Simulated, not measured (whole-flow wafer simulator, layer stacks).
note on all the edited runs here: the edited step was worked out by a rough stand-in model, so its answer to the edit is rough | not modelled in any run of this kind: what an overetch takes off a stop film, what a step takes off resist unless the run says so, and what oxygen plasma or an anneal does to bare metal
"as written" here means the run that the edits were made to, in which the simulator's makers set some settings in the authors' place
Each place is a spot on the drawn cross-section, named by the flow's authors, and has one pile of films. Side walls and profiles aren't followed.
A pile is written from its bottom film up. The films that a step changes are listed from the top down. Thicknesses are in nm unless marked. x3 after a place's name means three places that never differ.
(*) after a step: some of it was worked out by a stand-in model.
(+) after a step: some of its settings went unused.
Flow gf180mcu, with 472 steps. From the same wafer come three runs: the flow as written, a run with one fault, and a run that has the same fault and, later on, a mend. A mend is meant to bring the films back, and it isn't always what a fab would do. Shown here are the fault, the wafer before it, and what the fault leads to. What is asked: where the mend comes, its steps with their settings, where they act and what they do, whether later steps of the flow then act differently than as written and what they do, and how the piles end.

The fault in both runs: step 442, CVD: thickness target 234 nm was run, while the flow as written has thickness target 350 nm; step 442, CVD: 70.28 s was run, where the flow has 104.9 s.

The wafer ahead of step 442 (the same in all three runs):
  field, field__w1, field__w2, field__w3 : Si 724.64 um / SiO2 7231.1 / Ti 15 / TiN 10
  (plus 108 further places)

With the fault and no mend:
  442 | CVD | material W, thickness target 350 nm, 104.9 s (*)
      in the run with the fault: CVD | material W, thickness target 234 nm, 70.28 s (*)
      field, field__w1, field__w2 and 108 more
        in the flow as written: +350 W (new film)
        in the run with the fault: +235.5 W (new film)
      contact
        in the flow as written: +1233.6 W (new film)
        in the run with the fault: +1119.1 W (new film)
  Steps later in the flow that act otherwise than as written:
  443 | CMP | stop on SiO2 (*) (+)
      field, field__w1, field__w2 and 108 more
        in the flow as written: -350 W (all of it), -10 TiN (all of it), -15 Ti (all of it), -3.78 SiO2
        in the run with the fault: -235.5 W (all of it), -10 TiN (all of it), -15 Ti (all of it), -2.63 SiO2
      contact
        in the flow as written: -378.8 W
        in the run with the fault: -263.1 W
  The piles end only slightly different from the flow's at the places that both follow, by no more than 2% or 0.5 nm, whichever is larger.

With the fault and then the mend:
  The mend follows step 442.
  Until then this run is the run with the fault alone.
  442a | CVD | material W, thickness target 116 nm, 34.77 s (the flow's step 442, run once more with other settings)
      field, field__w1, field__w2 and 109 more
        +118 W
  Every later step of the flow that is run acts as written, at every place that is followed, to within 2% or 0.5 nm, whichever is larger.
  The piles end only slightly different from the flow's at the places that both follow, by no more than 2% or 0.5 nm, whichever is larger.
